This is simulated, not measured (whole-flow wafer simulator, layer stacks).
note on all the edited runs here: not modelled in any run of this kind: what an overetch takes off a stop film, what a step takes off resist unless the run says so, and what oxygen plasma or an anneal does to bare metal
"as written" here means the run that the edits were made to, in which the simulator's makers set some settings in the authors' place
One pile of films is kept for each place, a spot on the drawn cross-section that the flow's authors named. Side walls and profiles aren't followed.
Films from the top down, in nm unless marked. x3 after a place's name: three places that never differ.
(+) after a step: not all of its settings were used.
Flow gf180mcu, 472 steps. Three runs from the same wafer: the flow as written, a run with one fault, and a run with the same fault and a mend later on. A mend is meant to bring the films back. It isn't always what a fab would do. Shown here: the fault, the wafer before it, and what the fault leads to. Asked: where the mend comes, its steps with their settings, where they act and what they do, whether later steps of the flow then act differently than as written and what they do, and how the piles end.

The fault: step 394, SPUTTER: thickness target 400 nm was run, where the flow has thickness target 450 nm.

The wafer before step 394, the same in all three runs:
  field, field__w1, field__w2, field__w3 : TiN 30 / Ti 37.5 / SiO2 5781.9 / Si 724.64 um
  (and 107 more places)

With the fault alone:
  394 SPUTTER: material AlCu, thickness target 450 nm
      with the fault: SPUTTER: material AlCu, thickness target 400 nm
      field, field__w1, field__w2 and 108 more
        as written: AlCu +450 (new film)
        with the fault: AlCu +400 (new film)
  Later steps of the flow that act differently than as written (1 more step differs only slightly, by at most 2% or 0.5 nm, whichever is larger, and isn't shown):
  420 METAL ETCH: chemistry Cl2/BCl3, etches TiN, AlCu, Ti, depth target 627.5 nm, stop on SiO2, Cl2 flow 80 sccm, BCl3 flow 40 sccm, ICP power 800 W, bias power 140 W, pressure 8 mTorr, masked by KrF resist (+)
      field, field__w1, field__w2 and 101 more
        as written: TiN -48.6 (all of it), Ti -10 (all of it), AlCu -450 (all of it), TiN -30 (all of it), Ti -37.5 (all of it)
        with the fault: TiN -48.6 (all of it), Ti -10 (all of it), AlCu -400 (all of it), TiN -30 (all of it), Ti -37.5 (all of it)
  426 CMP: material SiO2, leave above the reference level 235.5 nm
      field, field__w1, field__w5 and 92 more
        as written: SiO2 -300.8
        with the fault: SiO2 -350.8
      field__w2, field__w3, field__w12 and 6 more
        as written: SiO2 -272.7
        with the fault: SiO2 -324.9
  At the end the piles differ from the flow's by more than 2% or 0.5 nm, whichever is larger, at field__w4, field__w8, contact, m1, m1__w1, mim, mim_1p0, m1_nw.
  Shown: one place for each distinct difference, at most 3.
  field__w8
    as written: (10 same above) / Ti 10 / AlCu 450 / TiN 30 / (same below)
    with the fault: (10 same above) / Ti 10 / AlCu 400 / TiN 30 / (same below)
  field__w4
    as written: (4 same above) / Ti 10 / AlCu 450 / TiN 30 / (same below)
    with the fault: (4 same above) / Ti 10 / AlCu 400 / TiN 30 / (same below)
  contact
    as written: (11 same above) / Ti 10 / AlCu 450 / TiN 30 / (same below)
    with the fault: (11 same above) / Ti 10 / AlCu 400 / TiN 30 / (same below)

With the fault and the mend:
  The mend comes after step 394.
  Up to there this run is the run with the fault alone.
  394a SPUTTER: material AlCu, thickness target 50 nm (the flow's step 394 once more, with other settings)
      field, field__w1, field__w2 and 108 more
        AlCu +50
  No later step of the flow acts differently than as written at any place that is followed.
  At the end the piles are the same as the flow's at every place that both follow.
